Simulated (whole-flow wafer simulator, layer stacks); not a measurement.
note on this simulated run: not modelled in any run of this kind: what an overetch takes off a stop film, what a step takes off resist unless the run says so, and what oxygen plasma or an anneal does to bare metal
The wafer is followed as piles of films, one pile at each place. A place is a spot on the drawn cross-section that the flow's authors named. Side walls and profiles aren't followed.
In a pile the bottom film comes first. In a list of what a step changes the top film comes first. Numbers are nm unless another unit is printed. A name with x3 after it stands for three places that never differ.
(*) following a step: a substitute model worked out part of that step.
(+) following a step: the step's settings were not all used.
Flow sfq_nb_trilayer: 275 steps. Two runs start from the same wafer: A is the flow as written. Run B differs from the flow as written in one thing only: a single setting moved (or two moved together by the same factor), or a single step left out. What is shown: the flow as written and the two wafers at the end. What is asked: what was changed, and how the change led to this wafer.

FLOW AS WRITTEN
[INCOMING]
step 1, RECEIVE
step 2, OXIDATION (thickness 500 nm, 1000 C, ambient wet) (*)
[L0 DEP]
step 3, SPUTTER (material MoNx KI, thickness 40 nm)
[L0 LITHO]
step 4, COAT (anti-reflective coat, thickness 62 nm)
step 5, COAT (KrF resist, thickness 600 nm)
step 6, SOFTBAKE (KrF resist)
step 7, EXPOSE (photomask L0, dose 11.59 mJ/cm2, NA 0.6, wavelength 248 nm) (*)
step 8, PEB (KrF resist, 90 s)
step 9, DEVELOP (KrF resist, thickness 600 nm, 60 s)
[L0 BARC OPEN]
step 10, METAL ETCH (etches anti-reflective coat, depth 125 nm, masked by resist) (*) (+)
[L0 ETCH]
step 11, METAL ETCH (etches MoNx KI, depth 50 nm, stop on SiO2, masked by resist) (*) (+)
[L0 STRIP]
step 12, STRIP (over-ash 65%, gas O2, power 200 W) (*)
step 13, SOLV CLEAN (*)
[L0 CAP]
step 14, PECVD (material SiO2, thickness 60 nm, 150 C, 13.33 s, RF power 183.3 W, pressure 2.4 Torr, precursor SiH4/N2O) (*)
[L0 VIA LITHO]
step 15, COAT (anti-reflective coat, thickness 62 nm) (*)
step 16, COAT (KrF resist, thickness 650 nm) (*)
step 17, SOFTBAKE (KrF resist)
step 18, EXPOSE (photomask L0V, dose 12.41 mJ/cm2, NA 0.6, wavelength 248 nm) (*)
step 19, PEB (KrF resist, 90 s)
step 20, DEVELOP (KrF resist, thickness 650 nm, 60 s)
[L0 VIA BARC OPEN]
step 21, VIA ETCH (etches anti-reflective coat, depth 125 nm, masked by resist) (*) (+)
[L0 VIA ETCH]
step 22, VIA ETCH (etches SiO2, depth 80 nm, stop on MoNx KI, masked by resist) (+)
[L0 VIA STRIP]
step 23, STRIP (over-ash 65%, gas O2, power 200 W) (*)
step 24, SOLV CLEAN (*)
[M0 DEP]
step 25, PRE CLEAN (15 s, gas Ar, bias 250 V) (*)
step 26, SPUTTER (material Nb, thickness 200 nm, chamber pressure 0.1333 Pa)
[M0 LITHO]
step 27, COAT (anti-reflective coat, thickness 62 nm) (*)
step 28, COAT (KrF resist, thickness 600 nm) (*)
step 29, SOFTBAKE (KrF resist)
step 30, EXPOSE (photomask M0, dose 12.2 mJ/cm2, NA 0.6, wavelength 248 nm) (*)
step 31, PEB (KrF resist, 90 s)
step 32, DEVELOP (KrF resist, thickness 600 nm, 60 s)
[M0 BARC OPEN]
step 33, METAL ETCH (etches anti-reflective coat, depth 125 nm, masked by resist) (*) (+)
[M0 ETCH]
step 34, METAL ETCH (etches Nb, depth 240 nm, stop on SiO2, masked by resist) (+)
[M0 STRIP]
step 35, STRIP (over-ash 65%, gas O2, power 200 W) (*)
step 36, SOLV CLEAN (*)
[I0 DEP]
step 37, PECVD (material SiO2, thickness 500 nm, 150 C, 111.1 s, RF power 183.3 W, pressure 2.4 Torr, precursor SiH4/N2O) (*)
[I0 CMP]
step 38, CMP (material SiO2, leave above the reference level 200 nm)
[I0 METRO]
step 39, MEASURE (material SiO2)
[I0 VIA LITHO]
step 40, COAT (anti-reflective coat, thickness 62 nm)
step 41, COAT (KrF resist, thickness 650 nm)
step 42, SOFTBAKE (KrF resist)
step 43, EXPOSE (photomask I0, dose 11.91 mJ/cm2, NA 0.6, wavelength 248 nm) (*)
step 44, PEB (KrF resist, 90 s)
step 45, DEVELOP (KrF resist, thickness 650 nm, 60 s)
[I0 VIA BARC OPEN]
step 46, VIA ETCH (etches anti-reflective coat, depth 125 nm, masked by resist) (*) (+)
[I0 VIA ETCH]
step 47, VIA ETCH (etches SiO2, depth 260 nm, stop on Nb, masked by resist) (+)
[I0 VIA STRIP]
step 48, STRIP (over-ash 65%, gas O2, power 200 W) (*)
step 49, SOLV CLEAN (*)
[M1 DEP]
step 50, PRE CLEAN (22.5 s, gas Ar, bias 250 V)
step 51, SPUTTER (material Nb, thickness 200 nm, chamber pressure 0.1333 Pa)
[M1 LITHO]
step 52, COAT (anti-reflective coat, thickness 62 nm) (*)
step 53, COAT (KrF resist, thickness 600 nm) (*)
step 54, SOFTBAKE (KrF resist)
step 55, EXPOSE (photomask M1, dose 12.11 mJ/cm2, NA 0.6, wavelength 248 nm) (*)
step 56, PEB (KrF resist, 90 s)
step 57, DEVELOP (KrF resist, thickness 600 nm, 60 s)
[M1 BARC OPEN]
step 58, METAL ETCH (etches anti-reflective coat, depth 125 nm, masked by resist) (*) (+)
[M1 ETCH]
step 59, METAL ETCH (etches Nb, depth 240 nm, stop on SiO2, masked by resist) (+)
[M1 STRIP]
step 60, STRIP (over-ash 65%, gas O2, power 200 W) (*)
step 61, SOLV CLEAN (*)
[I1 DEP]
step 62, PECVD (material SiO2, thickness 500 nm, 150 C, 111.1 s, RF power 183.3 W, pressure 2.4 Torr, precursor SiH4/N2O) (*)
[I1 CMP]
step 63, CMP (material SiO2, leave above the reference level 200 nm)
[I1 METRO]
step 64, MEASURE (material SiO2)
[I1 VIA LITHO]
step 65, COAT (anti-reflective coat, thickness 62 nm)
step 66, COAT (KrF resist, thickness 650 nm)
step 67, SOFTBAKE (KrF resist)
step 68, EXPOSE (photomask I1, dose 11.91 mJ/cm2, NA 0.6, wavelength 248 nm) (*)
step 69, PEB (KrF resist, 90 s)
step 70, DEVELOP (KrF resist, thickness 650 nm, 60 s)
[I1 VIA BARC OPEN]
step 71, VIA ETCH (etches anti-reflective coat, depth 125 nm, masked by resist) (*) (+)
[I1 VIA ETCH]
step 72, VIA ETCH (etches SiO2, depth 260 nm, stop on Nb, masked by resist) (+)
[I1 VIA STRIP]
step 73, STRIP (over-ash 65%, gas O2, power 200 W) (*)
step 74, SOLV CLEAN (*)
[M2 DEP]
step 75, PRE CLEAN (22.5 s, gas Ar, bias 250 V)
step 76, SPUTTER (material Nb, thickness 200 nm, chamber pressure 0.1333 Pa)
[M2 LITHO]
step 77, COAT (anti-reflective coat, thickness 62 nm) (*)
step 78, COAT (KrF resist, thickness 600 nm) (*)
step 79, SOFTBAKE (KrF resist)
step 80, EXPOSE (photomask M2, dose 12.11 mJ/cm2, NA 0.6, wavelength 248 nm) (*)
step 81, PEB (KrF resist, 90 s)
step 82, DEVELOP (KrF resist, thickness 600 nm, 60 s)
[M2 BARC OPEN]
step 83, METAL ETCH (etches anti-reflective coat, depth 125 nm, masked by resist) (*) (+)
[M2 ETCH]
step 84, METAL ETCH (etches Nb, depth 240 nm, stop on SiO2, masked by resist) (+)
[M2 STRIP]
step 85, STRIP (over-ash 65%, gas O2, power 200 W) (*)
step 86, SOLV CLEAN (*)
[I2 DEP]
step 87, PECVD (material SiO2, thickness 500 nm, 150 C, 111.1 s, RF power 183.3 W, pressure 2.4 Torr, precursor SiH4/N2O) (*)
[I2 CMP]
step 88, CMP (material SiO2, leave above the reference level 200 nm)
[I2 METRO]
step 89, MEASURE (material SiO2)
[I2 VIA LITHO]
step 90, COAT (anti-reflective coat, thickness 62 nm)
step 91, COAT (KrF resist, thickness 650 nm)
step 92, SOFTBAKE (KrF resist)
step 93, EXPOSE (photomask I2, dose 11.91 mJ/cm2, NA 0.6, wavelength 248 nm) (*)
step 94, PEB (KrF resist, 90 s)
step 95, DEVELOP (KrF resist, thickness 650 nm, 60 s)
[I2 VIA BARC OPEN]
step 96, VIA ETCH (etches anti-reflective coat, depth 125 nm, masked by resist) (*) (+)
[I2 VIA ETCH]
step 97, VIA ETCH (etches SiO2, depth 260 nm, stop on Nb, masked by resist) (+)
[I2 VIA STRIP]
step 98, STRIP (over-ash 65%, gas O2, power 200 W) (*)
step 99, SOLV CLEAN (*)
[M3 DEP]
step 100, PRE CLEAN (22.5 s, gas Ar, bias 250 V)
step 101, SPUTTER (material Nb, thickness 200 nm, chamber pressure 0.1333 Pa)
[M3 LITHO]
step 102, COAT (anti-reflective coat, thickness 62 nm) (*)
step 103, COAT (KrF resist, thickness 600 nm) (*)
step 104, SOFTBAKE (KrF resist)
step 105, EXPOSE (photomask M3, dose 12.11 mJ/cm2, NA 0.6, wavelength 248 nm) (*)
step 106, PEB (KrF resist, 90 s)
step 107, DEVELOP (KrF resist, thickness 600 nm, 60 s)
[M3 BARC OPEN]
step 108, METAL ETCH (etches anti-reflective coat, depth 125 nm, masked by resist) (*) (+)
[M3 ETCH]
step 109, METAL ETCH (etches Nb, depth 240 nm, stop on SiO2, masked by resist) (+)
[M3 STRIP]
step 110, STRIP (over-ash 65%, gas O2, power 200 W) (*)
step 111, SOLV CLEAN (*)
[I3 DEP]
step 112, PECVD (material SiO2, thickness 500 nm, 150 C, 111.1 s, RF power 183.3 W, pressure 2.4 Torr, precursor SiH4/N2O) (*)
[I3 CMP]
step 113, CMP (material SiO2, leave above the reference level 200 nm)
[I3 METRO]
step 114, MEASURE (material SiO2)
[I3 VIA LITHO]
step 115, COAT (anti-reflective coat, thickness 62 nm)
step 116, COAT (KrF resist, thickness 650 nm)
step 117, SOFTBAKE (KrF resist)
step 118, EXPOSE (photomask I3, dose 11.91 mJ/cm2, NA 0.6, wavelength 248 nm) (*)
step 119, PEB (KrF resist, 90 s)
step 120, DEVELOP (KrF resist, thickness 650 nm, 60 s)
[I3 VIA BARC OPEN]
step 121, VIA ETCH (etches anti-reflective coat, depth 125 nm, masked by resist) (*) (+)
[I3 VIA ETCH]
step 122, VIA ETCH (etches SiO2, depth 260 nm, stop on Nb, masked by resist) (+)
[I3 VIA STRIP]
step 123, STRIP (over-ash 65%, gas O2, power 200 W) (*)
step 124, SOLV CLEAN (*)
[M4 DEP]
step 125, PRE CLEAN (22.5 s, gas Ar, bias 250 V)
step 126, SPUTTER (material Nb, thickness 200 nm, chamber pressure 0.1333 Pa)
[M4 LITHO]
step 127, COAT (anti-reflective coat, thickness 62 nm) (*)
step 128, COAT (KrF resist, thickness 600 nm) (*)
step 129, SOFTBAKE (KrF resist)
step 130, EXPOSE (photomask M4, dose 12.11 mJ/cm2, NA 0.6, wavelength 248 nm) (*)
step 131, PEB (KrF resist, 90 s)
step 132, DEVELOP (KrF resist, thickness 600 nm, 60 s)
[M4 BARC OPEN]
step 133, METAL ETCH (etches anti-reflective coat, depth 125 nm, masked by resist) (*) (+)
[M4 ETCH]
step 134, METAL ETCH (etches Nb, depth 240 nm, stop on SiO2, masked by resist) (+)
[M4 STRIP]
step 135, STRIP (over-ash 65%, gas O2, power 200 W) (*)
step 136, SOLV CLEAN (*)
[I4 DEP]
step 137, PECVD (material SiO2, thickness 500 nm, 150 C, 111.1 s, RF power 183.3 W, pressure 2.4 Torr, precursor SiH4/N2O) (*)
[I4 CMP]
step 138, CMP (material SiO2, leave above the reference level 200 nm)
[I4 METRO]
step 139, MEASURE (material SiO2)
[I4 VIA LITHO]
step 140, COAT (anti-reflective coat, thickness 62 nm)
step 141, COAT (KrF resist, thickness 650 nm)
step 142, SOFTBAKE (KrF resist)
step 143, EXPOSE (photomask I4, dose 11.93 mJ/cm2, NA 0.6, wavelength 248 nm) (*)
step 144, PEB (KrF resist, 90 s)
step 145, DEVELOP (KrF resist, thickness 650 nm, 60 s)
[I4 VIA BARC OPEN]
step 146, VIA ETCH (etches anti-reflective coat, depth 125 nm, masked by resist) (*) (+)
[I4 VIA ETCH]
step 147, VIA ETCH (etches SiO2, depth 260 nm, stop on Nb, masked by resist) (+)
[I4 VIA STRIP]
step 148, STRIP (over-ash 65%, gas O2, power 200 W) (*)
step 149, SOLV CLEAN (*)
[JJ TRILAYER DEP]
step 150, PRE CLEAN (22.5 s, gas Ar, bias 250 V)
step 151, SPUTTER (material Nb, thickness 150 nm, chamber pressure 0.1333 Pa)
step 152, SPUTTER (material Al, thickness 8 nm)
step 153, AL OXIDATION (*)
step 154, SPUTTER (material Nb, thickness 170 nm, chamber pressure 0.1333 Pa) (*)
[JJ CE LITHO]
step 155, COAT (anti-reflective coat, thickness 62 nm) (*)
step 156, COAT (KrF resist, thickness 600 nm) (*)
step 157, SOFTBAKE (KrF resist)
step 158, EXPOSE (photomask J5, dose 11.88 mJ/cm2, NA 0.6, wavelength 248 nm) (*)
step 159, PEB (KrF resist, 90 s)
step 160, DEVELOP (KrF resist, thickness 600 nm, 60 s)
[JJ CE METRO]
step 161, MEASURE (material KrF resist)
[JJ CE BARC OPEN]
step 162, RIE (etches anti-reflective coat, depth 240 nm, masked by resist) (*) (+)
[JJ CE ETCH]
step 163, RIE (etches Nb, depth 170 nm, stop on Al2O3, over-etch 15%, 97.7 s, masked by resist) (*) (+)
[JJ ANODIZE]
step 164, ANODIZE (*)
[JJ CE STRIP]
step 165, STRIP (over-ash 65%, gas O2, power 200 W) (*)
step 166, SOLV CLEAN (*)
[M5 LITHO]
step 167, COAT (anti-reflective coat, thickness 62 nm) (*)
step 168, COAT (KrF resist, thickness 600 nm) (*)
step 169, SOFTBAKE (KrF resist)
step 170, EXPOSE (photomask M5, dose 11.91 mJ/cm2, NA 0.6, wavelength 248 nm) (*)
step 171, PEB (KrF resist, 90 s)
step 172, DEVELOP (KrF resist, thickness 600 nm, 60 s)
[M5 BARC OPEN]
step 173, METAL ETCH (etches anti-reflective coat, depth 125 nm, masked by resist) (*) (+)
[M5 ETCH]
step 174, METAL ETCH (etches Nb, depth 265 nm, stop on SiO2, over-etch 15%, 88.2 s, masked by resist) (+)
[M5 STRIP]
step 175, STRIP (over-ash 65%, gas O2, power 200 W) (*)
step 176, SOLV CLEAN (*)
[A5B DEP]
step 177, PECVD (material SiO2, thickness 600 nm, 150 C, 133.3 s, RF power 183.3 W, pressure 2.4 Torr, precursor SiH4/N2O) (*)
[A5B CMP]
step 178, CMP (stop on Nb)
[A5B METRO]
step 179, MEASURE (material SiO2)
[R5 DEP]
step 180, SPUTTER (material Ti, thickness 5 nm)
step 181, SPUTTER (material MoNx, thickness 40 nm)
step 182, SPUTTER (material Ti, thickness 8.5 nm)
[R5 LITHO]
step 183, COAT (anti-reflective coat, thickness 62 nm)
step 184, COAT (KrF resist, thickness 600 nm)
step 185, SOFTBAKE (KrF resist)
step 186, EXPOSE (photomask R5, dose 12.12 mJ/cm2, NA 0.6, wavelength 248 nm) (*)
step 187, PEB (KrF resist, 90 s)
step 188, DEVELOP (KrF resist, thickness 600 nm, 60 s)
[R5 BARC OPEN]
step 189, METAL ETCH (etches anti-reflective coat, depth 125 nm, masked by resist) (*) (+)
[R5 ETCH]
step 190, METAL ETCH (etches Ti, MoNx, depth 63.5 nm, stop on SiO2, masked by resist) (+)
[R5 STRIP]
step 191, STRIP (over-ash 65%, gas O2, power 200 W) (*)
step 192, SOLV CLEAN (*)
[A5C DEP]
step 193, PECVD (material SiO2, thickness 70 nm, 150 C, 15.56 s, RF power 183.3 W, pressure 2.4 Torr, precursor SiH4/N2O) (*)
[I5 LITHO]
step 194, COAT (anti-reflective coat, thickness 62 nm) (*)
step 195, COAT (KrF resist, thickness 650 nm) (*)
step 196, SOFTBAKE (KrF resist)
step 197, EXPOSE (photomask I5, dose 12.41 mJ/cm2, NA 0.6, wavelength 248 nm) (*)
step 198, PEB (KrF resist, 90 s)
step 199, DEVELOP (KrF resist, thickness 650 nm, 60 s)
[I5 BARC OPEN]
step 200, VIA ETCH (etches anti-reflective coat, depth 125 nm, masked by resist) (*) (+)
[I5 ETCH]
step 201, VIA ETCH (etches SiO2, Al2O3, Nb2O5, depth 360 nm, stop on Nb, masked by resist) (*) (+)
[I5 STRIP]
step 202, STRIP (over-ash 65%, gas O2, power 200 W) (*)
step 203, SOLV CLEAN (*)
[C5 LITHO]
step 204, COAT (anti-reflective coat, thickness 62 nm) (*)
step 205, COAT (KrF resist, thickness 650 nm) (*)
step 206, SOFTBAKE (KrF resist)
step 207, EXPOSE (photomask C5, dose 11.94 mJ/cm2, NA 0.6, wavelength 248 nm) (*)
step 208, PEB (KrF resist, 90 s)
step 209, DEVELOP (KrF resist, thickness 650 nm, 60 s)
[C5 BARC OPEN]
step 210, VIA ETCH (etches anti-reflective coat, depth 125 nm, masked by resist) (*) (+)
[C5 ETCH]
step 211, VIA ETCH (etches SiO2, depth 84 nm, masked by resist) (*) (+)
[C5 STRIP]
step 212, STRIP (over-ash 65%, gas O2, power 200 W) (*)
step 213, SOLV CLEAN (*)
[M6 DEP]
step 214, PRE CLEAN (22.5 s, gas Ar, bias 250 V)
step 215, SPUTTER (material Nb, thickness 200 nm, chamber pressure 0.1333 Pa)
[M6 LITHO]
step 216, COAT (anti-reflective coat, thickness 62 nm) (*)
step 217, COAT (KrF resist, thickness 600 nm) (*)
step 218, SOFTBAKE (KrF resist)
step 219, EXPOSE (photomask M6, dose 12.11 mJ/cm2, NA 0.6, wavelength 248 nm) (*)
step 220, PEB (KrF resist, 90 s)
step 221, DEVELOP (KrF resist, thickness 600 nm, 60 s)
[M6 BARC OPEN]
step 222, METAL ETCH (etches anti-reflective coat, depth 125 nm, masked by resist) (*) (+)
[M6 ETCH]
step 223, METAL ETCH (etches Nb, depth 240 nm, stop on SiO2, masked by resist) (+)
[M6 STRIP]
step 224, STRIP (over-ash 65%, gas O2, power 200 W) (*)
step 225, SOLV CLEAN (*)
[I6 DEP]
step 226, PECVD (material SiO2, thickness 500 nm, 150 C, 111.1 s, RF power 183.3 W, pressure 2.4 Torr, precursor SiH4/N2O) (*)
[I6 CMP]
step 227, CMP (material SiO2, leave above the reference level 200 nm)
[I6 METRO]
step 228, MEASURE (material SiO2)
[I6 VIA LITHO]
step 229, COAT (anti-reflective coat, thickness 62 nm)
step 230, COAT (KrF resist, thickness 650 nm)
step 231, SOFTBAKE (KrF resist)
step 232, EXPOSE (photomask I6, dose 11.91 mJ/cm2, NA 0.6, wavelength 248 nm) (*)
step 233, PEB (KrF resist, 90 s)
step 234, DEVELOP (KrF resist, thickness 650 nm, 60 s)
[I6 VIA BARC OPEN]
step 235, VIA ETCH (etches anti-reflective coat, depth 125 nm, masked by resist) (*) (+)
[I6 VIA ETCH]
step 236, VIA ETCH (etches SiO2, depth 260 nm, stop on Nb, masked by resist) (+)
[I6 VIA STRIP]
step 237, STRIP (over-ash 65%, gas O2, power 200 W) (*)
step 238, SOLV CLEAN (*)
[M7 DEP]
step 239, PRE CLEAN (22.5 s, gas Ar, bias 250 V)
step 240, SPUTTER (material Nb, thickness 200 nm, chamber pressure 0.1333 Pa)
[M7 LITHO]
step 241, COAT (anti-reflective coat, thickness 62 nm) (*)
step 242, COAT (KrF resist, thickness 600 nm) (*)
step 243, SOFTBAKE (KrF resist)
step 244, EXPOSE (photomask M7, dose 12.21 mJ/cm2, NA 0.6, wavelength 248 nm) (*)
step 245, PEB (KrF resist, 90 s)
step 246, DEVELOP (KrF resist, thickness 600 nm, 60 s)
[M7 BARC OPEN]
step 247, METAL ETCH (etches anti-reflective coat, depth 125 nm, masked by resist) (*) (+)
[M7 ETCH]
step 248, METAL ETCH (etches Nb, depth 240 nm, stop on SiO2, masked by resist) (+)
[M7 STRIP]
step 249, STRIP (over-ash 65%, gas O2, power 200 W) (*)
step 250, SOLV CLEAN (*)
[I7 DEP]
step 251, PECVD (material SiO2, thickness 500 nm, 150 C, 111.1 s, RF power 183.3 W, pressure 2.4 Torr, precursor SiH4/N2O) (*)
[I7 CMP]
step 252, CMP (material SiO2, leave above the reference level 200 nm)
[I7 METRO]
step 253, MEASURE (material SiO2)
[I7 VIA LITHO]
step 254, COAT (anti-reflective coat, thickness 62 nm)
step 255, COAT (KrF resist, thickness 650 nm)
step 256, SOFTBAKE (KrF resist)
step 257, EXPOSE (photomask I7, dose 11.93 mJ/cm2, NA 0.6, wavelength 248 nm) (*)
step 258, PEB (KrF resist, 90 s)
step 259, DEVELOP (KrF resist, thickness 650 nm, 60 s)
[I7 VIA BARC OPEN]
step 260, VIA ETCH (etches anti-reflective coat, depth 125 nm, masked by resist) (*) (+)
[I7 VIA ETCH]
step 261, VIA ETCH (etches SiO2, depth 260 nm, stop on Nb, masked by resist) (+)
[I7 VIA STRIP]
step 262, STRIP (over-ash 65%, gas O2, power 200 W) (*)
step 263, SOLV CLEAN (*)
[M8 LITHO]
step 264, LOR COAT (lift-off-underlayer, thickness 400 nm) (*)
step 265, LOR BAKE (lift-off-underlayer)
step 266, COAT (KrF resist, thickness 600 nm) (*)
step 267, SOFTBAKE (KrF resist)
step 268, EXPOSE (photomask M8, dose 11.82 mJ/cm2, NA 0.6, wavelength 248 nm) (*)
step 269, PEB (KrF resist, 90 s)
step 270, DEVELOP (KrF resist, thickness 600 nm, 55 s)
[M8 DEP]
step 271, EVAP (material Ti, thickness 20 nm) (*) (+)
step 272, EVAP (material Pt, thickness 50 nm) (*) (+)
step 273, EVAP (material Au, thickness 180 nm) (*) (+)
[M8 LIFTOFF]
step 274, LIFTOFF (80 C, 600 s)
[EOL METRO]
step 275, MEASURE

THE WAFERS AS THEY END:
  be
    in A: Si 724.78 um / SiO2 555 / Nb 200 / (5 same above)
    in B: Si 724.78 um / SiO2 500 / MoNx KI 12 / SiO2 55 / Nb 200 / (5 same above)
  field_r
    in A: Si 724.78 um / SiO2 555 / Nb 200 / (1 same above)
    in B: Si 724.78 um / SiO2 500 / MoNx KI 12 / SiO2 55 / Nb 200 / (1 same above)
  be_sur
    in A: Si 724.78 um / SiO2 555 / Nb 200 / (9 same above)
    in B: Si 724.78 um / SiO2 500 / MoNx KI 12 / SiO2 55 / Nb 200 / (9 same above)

The reason: step 3, SPUTTER: thickness 62 nm was run, whereas the flow has thickness 40 nm.

How this came from the change, step by step:
  step 3, SPUTTER (material MoNx KI, thickness 40 nm)
      field_l, v_sur, via_wl and 103 more: A MoNx KI gains 40 (new film) | B MoNx KI gains 62 (new film)
  step 11, METAL ETCH (etches MoNx KI, depth 50 nm, stop on SiO2, masked by resist) (*) (+)
      v_sur, via_wl, via_w and 97 more: A MoNx KI loses 40 (all of it) | B MoNx KI loses 50
  step 14, PECVD (material SiO2, thickness 60 nm, 150 C, 13.33 s, RF power 183.3 W, pressure 2.4 Torr, precursor SiH4/N2O) (*)
      v_sur, via_wl, via_w and 97 more: A SiO2 gains 60 | B SiO2 gains 60 (new film)
  step 15, COAT (anti-reflective coat, thickness 62 nm) (*)
      field_l: A anti-reflective coat gains 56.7 (new film) | B anti-reflective coat gains 55.5 (new film)
      v_sur: A anti-reflective coat gains 72.2 (new film) | B anti-reflective coat gains 74.9 (new film)
      (also at 2 further places)
  step 23, STRIP (over-ash 65%, gas O2, power 200 W) (*)
      field_l: A KrF resist loses 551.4 (all of it), anti-reflective coat loses 56.7 (all of it) | B KrF resist loses 549.3 (all of it), anti-reflective coat loses 55.5 (all of it)
      v_sur: A KrF resist loses 570.5 (all of it), anti-reflective coat loses 72.2 (all of it) | B KrF resist loses 573.1 (all of it), anti-reflective coat loses 74.9 (all of it)
      (also at 2 further places)
  step 27, COAT (anti-reflective coat, thickness 62 nm) (*)
      v_sur: A anti-reflective coat gains 72.3 (new film) | B anti-reflective coat gains 75.1 (new film)
      l0_sur: A anti-reflective coat gains 47.5 (new film) | B anti-reflective coat gains 46.5 (new film)
      (also at 1 further place)
  step 35, STRIP (over-ash 65%, gas O2, power 200 W) (*)
      v_sur: A KrF resist loses 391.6 (all of it), anti-reflective coat loses 72.3 (all of it) | B KrF resist loses 393.9 (all of it), anti-reflective coat loses 75.1 (all of it)
      l0_sur: A KrF resist loses 372 (all of it), anti-reflective coat loses 47.5 (all of it) | B KrF resist loses 369.2 (all of it), anti-reflective coat loses 46.5 (all of it)
      (also at 1 further place)
  step 38, CMP (material SiO2, leave above the reference level 200 nm)
      field_l, l0_sur, l0r_line_l, l0r_line_c, l0r_line_r: A SiO2 loses 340 | B SiO2 loses 350
      l0v: A SiO2 loses 277.8 | B SiO2 loses 287.8
Taking metal films that touch as one body, be has 4 bodies (between them, from the top down: SiO2 503.2; SiO2 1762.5; SiO2 55); the flow as written gives 3 bodies (between them, from the top down: SiO2 503.2; SiO2 1762.5).
Taking metal films that touch as one body, field_r has 2 bodies (between them, from the top down: SiO2 55); the flow as written gives 1 body.
Taking metal films that touch as one body, be_sur has 5 bodies (between them, from the top down: SiO2 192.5; SiO2 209 / Al2O3 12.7 / Nb2O5 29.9; SiO2 1762.5; SiO2 55); the flow as written gives 4 bodies (between them, from the top down: SiO2 192.5; SiO2 209 / Al2O3 12.7 / Nb2O5 29.9; SiO2 1762.5).
